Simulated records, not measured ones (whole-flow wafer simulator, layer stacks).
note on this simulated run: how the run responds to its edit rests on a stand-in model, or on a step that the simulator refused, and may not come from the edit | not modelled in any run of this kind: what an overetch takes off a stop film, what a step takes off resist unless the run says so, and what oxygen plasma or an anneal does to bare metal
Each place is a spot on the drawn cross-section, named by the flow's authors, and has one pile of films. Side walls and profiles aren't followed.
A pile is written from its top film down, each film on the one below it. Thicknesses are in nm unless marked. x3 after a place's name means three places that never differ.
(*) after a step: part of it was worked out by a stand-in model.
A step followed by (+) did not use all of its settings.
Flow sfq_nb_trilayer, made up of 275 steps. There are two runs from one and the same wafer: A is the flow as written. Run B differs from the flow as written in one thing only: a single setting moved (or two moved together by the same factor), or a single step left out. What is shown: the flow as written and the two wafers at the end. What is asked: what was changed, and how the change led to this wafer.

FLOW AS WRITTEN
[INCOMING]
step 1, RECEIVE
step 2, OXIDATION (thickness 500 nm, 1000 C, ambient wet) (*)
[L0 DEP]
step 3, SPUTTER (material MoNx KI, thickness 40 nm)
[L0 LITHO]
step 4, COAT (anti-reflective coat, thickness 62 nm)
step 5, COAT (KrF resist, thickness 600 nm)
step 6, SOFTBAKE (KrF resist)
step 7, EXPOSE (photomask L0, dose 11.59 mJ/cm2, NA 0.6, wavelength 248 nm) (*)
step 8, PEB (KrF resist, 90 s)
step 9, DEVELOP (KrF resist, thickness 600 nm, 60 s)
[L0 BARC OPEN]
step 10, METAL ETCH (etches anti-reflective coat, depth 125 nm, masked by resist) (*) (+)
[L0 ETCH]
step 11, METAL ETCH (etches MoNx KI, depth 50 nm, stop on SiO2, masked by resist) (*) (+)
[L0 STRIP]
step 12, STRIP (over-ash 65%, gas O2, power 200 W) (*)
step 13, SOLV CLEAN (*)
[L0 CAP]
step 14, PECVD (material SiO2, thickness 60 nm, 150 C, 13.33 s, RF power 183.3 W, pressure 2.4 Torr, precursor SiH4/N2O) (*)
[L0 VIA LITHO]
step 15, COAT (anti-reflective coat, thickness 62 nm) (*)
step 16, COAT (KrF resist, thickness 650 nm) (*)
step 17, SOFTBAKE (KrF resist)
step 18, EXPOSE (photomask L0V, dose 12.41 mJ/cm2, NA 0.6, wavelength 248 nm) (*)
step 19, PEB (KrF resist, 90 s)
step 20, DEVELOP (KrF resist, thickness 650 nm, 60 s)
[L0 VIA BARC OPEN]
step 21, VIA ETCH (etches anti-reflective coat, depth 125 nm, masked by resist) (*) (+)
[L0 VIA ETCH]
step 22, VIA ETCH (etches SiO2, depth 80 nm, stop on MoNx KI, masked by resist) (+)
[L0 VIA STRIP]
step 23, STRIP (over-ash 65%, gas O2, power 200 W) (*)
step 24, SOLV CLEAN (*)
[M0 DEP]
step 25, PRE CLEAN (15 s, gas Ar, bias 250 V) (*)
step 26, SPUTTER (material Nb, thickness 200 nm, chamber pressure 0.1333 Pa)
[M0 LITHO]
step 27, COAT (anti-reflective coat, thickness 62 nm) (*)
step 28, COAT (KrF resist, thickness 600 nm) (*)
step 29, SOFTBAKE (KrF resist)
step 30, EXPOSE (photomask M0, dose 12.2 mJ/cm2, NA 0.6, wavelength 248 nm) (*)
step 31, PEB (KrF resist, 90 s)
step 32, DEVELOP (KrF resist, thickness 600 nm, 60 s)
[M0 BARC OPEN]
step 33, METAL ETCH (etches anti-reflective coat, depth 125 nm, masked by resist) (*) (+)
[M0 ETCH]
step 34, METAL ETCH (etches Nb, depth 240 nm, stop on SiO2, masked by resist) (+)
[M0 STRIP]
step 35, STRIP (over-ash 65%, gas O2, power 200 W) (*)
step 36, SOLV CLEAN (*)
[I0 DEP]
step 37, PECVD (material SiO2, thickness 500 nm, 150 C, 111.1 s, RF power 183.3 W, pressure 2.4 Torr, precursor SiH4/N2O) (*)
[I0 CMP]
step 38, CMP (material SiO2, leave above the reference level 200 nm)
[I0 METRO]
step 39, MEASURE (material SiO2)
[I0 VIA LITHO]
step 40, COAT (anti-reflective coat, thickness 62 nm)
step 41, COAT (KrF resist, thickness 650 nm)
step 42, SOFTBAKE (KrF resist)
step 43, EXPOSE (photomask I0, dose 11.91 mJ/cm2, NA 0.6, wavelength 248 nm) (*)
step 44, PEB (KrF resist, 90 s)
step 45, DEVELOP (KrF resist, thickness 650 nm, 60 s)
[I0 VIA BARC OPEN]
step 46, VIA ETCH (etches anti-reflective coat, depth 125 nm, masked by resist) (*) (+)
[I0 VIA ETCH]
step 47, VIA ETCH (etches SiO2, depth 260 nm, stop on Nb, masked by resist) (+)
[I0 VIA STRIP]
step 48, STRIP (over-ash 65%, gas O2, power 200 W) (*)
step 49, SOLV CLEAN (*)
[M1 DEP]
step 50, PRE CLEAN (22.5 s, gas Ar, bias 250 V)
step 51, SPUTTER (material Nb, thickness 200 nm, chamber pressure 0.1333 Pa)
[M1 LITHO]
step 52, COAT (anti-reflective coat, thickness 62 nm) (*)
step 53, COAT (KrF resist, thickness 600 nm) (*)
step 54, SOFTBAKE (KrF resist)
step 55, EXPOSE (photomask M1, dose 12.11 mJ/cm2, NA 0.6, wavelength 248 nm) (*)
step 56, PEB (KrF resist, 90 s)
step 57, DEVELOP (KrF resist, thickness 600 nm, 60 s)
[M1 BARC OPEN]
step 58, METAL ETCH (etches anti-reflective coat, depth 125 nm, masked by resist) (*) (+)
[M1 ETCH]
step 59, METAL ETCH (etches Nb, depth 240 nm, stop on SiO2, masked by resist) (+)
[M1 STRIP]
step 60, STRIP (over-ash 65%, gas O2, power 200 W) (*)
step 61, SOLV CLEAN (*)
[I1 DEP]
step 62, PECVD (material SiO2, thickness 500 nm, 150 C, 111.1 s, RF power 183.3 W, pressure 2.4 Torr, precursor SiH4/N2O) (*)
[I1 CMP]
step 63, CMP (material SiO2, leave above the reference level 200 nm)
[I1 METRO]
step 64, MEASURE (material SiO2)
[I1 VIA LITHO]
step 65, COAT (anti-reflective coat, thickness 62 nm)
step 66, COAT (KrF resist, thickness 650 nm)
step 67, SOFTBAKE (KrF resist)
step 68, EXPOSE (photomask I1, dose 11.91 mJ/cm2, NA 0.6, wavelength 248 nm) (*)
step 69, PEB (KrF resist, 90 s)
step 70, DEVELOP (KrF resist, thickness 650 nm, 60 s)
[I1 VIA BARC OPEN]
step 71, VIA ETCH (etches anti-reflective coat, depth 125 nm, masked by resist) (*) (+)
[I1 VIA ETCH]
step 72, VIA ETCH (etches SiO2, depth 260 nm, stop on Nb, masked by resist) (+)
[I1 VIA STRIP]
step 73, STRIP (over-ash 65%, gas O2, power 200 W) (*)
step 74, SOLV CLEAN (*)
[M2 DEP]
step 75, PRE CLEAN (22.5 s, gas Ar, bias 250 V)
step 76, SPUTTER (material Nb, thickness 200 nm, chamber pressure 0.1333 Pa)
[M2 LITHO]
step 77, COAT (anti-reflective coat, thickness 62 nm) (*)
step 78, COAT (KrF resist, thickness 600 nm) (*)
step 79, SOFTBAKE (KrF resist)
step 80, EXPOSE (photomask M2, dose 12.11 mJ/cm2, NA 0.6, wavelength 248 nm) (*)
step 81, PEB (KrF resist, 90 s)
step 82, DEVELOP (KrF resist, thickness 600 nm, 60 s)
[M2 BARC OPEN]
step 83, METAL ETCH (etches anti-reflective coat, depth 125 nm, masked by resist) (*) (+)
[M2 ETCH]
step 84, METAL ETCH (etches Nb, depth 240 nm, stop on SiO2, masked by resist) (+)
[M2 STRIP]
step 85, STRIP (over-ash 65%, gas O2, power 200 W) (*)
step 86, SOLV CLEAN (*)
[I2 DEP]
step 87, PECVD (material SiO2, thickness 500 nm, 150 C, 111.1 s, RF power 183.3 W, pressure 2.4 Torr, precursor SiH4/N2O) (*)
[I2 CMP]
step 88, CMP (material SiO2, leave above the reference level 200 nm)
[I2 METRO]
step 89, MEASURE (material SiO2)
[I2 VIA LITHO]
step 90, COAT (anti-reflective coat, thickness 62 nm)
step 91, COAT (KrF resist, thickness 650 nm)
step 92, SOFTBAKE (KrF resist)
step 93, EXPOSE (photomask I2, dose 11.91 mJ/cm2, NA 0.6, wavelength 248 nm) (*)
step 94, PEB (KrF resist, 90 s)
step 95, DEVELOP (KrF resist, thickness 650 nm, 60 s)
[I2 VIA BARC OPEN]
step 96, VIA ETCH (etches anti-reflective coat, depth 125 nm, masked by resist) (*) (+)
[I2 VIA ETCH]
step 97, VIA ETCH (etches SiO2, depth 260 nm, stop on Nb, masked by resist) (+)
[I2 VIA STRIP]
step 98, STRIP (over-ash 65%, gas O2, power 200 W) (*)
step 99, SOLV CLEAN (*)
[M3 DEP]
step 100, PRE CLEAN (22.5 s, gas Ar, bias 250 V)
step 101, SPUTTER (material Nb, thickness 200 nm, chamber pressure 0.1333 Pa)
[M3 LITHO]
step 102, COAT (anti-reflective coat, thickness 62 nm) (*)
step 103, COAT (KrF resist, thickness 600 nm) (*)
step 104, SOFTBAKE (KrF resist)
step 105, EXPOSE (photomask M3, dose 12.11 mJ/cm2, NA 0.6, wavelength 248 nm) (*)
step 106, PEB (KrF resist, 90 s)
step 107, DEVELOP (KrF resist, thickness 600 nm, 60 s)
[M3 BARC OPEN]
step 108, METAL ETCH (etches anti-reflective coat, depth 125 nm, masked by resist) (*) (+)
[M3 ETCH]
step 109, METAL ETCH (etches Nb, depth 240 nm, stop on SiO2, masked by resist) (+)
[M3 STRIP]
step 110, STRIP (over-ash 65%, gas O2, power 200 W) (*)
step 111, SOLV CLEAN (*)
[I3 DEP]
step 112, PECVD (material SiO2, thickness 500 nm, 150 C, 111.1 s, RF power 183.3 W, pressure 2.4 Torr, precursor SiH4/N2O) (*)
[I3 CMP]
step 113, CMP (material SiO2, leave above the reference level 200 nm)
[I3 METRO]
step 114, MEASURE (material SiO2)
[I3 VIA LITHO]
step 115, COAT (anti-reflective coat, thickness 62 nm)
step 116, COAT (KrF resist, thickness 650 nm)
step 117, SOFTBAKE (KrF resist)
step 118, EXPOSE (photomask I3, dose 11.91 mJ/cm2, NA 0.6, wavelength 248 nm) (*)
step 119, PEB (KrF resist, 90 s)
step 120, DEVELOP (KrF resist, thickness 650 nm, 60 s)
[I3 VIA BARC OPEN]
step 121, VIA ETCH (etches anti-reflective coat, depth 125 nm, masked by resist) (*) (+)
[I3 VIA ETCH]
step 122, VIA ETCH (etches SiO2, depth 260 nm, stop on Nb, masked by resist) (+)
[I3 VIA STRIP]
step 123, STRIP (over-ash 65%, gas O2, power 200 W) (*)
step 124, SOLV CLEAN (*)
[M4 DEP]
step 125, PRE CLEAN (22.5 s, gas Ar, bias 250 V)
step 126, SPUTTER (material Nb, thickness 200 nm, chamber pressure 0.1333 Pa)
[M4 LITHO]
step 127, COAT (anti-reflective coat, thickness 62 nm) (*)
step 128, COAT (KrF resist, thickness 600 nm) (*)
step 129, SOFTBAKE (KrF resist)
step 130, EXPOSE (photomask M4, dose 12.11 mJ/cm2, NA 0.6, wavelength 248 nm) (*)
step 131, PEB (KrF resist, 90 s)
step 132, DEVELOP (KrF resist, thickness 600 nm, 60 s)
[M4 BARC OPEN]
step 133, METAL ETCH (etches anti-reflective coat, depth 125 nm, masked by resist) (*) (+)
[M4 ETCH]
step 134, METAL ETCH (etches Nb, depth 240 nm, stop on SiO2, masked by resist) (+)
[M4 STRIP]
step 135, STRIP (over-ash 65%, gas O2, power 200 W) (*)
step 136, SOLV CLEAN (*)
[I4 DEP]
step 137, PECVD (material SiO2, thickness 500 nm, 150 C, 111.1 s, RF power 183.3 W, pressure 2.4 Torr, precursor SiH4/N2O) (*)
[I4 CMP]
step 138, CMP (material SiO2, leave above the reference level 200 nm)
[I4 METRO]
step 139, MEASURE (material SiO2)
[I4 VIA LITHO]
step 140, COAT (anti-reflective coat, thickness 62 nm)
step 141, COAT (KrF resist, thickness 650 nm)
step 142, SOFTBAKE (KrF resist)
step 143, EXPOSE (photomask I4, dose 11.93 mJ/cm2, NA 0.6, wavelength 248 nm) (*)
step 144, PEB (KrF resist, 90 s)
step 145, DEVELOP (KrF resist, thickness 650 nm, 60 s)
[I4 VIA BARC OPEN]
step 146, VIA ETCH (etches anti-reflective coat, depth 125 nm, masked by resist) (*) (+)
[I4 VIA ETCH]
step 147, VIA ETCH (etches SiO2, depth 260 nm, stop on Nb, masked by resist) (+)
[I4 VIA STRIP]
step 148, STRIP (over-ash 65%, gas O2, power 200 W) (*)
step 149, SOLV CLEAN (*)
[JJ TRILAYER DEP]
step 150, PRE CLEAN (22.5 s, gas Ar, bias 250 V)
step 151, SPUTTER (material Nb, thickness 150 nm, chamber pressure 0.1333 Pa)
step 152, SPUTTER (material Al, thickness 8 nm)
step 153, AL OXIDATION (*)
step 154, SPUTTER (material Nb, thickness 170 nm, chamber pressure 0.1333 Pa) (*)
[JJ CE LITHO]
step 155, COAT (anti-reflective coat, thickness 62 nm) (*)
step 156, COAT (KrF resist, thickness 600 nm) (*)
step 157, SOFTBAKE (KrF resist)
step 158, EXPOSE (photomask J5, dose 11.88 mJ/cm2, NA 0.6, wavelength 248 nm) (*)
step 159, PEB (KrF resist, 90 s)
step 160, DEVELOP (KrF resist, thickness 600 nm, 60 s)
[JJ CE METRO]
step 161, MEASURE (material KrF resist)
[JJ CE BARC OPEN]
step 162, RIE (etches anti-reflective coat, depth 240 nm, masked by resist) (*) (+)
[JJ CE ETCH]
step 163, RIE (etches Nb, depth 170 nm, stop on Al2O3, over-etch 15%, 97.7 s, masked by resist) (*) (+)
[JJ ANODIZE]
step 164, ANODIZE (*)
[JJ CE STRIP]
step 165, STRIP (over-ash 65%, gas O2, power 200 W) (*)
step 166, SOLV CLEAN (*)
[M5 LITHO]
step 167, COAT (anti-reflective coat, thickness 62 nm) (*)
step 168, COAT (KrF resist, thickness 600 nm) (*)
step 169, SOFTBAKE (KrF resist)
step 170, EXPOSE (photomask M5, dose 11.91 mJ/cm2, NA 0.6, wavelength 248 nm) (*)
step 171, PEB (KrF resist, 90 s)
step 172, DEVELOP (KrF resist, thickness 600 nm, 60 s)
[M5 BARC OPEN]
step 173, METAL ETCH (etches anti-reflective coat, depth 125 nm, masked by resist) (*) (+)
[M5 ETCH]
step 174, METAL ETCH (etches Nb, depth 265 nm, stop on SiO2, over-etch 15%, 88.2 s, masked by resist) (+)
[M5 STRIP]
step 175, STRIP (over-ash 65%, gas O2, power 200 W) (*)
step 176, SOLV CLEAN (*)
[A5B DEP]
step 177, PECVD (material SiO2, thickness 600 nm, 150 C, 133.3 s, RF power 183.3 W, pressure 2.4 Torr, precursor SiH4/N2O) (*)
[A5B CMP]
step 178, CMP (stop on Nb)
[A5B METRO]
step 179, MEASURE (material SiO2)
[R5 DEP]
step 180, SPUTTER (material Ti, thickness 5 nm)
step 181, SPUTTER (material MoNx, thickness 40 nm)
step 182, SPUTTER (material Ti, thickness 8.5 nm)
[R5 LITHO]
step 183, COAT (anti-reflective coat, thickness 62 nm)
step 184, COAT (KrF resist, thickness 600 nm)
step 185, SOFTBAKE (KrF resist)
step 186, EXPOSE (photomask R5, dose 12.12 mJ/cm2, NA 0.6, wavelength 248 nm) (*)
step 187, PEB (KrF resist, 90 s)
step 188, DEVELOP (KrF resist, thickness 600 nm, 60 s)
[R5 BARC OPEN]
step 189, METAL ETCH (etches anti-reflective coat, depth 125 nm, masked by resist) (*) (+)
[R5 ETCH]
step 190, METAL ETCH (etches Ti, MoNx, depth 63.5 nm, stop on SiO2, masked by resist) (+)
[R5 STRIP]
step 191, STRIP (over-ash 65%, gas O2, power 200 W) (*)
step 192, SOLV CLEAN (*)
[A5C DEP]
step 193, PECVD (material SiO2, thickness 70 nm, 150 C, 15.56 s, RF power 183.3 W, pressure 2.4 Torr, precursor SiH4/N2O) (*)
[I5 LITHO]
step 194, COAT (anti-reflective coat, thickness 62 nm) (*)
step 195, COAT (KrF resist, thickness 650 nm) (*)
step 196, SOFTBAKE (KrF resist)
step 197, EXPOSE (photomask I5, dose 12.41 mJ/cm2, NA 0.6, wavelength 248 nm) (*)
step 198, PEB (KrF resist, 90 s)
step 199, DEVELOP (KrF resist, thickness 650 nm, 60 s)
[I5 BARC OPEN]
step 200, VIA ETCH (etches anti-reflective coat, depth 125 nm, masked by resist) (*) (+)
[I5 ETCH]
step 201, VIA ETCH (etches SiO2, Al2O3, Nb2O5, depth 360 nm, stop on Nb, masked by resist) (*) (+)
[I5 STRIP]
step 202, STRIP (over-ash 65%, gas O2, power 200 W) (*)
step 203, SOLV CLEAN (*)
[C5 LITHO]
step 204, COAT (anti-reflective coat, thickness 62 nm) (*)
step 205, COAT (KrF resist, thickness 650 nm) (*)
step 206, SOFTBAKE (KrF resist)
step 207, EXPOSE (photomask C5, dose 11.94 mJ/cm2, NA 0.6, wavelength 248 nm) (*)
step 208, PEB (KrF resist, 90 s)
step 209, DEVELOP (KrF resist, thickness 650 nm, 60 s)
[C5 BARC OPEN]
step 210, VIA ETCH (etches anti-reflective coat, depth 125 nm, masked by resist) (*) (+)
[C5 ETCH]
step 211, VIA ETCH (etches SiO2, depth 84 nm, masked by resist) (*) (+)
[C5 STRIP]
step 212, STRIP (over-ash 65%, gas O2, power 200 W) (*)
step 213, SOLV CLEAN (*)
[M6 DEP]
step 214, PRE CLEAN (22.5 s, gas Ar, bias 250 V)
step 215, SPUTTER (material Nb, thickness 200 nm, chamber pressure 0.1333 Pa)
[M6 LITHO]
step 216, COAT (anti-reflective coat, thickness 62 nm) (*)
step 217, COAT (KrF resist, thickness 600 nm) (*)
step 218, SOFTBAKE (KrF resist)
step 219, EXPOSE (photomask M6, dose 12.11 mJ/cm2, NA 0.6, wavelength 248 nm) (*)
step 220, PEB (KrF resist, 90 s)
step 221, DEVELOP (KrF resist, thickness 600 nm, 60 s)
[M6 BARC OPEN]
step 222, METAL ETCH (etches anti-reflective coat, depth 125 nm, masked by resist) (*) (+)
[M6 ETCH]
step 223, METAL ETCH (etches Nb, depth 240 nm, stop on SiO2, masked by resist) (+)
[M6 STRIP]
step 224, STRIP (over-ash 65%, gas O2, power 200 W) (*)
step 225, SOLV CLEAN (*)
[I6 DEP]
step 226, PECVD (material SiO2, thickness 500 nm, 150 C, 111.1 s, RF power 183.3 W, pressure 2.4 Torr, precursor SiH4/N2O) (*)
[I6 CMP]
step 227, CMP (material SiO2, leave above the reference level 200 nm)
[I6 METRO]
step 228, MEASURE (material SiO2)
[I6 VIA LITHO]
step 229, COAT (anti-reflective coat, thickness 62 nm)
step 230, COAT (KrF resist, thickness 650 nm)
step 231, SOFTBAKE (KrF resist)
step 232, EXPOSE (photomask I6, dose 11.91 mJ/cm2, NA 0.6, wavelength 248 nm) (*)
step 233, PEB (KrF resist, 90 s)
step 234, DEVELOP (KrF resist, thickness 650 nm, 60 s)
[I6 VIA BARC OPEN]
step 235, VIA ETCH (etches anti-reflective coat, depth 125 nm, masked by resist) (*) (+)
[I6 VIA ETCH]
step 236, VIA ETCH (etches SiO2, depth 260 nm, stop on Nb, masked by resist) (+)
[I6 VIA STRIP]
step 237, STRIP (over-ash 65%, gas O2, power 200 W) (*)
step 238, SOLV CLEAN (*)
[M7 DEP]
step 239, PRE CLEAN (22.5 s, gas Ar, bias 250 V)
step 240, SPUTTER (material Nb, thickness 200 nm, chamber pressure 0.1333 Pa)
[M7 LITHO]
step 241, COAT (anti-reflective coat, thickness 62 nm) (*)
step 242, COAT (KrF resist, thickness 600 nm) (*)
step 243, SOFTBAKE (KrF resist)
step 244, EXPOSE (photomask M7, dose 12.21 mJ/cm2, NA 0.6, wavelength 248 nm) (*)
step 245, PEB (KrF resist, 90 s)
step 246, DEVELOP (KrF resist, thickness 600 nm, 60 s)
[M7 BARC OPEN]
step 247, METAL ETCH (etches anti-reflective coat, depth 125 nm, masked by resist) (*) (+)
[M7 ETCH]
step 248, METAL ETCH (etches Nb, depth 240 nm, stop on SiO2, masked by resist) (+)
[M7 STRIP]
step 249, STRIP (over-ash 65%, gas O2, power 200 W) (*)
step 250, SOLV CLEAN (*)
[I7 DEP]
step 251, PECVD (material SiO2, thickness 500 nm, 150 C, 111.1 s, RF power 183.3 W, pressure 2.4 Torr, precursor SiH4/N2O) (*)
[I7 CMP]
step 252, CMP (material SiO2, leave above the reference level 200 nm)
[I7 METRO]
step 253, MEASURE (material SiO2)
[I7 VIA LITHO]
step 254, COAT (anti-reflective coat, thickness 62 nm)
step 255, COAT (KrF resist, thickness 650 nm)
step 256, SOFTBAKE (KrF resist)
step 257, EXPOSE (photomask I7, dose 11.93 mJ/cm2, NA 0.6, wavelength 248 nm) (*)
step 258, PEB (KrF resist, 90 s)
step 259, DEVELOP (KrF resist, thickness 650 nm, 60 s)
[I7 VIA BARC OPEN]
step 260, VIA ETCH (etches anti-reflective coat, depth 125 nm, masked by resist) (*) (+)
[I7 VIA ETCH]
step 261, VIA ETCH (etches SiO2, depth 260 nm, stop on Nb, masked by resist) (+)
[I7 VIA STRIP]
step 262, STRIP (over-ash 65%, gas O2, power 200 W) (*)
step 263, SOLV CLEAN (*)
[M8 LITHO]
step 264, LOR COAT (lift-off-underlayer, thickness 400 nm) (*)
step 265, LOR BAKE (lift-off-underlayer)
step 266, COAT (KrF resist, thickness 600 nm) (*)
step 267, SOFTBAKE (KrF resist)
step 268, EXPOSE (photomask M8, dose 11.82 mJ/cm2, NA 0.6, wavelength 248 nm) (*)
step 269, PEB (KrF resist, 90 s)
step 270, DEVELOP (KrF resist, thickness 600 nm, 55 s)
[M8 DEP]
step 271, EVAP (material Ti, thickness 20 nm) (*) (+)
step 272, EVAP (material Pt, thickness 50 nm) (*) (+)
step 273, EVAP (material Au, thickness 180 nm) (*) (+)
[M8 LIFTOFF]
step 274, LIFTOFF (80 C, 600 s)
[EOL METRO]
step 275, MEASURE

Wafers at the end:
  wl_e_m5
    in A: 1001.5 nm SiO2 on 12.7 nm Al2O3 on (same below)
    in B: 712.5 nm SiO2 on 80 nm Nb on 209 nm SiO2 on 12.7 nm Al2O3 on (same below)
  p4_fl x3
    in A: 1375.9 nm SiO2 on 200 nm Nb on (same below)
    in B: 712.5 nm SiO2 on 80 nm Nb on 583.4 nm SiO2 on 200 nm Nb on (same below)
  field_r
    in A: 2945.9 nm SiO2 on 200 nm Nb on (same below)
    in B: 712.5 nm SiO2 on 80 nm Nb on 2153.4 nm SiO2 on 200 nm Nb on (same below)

The reason: step 223, METAL ETCH: depth 120 nm was run, while the flow as written has depth 240 nm.

The path from the change to this, step by step:
  step 223, METAL ETCH (etches Nb, depth 240 nm, stop on SiO2, masked by resist) (+)
      field_l, gap, moat and 76 more: A -200 Nb (all of it) | B -120 Nb
      v_sur, via_wl, via_w and 24 more: A -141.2 KrF resist | B -70.6 KrF resist
  step 224, STRIP (over-ash 65%, gas O2, power 200 W) (*)
      wl_j_sl, wl_j_sr: A -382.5 KrF resist (all of it), -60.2 anti-reflective coat (all of it) | B -453.1 KrF resist (all of it), -60.2 anti-reflective coat (all of it)
      wl_c_m6, wl_f_m6: A -382.3 KrF resist (all of it), -62 anti-reflective coat (all of it) | B -452.9 KrF resist (all of it), -62 anti-reflective coat (all of it)
      (as well as at 23 more places)
  step 226, PECVD (material SiO2, thickness 500 nm, 150 C, 111.1 s, RF power 183.3 W, pressure 2.4 Torr, precursor SiH4/N2O) (*)
      field_l, p4_fl x3, p4_w1 x9 and 52 more: A +500 SiO2 | B +500 SiO2 (new film)
      moat, field_r, lsp_l, ln_m5, lsp_m: A +493.6 SiO2 | B +500 SiO2 (new film)
      (as well as at 9 more places)
  step 227, CMP (material SiO2, leave above the reference level 200 nm)
      field_l, p4_fl x3, p4_w1 x9 and 49 more: A -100 SiO2 | B -180 SiO2
      moat, field_r, lsp_l, ln_m5, lsp_m: A -93.6 SiO2 | B -180 SiO2
      (as well as at 12 more places)
Taking metal films that touch as one body, wl_e_m5 has 7 bodies (between them, from the top down: SiO2 209 / Al2O3 12.7 / Nb2O5 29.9; SiO2 192.5; SiO2 192.5; SiO2 192.5; SiO2 192.5; SiO2 192.5); the flow as written gives 6 bodies (between them, from the top down: SiO2 192.5; SiO2 192.5; SiO2 192.5; SiO2 192.5; SiO2 192.5).
Taking metal films that touch as one body, p4_fl x3 has 3 bodies (between them, from the top down: SiO2 583.4; SiO2 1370); the flow as written gives 2 bodies (between them, from the top down: SiO2 1370).
Taking metal films that touch as one body, field_r has 2 bodies (between them, from the top down: SiO2 2153.4); the flow as written gives 1 body.
